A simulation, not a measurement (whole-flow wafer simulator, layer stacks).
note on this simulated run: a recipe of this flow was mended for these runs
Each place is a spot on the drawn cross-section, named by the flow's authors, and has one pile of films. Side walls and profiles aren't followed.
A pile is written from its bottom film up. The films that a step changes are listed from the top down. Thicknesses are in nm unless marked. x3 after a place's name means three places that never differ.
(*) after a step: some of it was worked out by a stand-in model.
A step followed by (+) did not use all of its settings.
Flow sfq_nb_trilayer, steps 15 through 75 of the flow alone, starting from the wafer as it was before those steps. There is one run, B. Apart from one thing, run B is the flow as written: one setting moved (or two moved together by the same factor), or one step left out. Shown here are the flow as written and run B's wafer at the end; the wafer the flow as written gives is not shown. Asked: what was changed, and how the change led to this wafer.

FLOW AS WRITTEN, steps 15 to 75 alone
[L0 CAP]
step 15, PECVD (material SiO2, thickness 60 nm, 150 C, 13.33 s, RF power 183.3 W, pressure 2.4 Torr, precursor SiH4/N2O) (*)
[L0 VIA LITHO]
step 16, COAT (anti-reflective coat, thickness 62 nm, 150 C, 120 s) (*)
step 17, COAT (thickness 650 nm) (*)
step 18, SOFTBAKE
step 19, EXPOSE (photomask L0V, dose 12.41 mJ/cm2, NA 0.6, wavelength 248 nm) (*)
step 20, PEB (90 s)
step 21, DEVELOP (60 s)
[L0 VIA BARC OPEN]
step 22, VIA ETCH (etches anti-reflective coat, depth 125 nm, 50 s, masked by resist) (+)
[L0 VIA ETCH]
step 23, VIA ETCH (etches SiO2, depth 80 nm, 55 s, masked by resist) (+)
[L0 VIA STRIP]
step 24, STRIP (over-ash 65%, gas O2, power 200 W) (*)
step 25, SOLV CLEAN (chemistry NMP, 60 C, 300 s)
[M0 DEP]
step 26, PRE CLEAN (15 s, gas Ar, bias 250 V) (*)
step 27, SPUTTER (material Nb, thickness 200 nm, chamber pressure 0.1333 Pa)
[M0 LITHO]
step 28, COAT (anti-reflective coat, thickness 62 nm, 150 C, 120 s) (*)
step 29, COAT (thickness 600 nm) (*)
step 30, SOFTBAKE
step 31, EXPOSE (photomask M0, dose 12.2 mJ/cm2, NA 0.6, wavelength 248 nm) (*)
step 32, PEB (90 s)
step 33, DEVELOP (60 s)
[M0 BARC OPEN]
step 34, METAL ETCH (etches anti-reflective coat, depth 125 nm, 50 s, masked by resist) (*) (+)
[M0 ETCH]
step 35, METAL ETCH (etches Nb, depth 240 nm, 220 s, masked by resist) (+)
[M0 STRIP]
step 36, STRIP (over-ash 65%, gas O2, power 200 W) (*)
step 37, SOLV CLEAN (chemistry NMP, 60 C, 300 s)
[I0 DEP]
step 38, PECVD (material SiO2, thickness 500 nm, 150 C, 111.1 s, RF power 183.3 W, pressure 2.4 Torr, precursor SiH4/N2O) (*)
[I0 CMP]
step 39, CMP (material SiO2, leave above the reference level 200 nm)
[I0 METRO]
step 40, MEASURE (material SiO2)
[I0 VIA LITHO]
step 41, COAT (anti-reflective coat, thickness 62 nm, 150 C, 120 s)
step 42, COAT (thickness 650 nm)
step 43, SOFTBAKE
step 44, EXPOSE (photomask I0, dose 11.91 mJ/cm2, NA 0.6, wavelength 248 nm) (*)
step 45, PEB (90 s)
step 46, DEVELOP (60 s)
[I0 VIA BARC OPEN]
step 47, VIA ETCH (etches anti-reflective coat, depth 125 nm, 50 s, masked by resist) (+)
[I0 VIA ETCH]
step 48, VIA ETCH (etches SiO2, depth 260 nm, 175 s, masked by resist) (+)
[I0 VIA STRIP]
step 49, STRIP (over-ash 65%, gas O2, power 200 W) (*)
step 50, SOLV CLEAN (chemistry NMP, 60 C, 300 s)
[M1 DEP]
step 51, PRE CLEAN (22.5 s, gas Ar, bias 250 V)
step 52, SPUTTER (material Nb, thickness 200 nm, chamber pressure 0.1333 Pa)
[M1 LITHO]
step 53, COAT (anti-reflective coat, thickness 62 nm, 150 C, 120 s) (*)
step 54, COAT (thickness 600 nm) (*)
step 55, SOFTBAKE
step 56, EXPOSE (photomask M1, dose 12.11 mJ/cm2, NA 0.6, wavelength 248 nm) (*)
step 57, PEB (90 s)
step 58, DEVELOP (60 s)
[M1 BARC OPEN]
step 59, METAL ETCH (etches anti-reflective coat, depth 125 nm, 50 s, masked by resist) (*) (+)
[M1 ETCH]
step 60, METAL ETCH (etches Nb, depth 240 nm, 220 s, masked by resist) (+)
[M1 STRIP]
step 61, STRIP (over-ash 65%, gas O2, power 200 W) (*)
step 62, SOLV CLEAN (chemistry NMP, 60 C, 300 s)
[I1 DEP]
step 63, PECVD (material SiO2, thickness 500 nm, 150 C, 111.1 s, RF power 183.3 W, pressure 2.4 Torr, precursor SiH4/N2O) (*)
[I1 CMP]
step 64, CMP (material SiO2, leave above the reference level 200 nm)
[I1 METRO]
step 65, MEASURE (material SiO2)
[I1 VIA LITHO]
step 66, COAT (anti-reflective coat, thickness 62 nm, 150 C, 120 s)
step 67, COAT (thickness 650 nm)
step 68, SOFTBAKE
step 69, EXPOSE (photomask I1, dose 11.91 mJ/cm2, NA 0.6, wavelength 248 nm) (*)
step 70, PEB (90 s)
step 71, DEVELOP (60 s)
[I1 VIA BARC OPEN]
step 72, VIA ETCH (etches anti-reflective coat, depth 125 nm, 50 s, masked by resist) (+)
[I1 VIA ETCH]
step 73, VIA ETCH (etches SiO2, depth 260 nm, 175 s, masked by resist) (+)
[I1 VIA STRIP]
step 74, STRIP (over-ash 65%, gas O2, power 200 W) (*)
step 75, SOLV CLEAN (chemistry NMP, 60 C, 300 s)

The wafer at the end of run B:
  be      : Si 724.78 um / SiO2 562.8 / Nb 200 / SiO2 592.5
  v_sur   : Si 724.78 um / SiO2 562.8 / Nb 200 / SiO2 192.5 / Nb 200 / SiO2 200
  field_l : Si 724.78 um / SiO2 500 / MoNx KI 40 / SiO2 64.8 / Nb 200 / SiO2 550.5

The reason: step 15, PECVD: RF power 265.8 W was run, though the flow has RF power 183.3 W.

Step by step, how the change led to this:
  step 15, PECVD (material SiO2, thickness 60 nm, 150 C, 13.33 s, RF power 183.3 W, pressure 2.4 Torr, precursor SiH4/N2O) (*)
      v_sur, via_wl, via_w and 97 more: SiO2 gains 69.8 (as written it would have been: SiO2 gains 60)
      field_l, l0_sur, l0v, l0r_line_l, l0r_line_c, l0r_line_r: SiO2 gains 69.8 (new film) (as written it would have been: SiO2 gains 60 (new film))
  step 23, VIA ETCH (etches SiO2, depth 80 nm, 55 s, masked by resist) (+)
      l0v: SiO2 loses 69.4 (all of it), MoNx KI loses 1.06 (as written it would have been: SiO2 loses 59.7 (all of it), MoNx KI loses 2.03)
  step 28, COAT (anti-reflective coat, thickness 62 nm, 150 C, 120 s) (*)
      l0_sur: anti-reflective coat gains 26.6 (new film) (as written it would have been: anti-reflective coat gains 29.3 (new film))
      l0v: anti-reflective coat gains 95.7 (new film) (as written it would have been: anti-reflective coat gains 92.5 (new film))
  step 36, STRIP (over-ash 65%, gas O2, power 200 W) (*)
      l0_sur: KrF-resist-other-grade loses 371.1 (all of it), anti-reflective coat loses 26.6 (all of it) (as written it would have been: KrF-resist-other-grade loses 370 (all of it), anti-reflective coat loses 29.3 (all of it))
      l0v: KrF-resist-other-grade loses 379.2 (all of it), anti-reflective coat loses 95.7 (all of it) (as written it would have been: KrF-resist-other-grade loses 374.1 (all of it), anti-reflective coat loses 92.5 (all of it))
  step 39, CMP (material SiO2, leave above the reference level 200 nm)
      l0v: SiO2 loses 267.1 (as written it would have been: SiO2 loses 277.4)
